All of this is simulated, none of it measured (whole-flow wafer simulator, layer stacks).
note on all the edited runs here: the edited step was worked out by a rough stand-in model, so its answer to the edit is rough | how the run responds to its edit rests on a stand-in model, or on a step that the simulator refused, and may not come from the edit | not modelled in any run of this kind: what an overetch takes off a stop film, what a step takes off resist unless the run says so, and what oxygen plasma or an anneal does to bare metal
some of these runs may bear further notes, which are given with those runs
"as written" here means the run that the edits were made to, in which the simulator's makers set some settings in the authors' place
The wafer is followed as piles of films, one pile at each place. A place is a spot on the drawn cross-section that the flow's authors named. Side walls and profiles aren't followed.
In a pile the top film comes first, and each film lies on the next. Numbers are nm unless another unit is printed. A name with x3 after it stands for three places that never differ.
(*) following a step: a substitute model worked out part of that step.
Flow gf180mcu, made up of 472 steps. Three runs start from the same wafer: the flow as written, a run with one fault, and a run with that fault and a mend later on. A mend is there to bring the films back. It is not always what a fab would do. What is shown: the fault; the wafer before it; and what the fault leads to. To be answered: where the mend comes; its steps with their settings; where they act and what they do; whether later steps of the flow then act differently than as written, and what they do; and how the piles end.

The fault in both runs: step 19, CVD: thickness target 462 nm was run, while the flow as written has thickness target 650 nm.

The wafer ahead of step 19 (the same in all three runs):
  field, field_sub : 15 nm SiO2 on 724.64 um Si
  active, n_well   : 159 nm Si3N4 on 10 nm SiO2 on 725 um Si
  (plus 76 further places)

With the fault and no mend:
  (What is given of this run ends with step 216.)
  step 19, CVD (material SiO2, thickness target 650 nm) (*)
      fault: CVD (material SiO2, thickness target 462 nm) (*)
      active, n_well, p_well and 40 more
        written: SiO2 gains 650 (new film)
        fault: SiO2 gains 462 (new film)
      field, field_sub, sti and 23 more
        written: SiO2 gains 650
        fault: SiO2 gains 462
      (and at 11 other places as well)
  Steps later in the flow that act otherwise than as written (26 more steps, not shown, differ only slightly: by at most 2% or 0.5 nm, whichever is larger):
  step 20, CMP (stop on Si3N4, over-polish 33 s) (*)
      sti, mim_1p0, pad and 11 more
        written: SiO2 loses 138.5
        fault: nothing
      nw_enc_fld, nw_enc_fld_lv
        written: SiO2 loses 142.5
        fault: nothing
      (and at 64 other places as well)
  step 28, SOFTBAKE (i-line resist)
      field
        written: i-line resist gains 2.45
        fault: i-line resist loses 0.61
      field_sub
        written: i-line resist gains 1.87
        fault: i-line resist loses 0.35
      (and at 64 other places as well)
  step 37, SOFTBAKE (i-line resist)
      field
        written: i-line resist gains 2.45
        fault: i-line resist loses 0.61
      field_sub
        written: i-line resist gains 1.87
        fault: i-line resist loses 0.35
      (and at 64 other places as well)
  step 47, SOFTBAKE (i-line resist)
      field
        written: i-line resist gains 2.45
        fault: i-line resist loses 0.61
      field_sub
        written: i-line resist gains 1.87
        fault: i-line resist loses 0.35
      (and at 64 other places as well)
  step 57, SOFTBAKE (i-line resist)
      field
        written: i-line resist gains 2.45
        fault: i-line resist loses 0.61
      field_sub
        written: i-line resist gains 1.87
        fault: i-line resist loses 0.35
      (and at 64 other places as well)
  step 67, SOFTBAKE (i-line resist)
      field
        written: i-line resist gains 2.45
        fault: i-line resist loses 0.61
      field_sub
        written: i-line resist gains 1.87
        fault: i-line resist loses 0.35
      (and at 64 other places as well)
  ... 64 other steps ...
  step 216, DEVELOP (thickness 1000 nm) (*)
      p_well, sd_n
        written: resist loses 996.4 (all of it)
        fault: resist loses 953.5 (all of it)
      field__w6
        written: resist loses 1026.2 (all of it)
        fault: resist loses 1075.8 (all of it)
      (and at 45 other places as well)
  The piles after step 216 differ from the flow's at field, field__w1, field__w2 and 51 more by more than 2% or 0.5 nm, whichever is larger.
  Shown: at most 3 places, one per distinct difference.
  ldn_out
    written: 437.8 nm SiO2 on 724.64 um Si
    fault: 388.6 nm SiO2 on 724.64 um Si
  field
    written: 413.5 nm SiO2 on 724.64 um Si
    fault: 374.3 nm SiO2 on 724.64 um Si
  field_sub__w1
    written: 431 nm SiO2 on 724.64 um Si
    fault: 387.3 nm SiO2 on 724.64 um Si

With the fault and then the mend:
  The mend stands after step 19.
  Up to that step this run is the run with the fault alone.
  step 19a, CVD (material SiO2, thickness target 188 nm) (*) (the flow's step 19, run once more with other settings)
      field, field_sub, active and 77 more
        SiO2 gains 188
  Every later step of the flow that is run acts as written at every place that is followed.
  At every place that both follow, the piles at the end match the flow's.
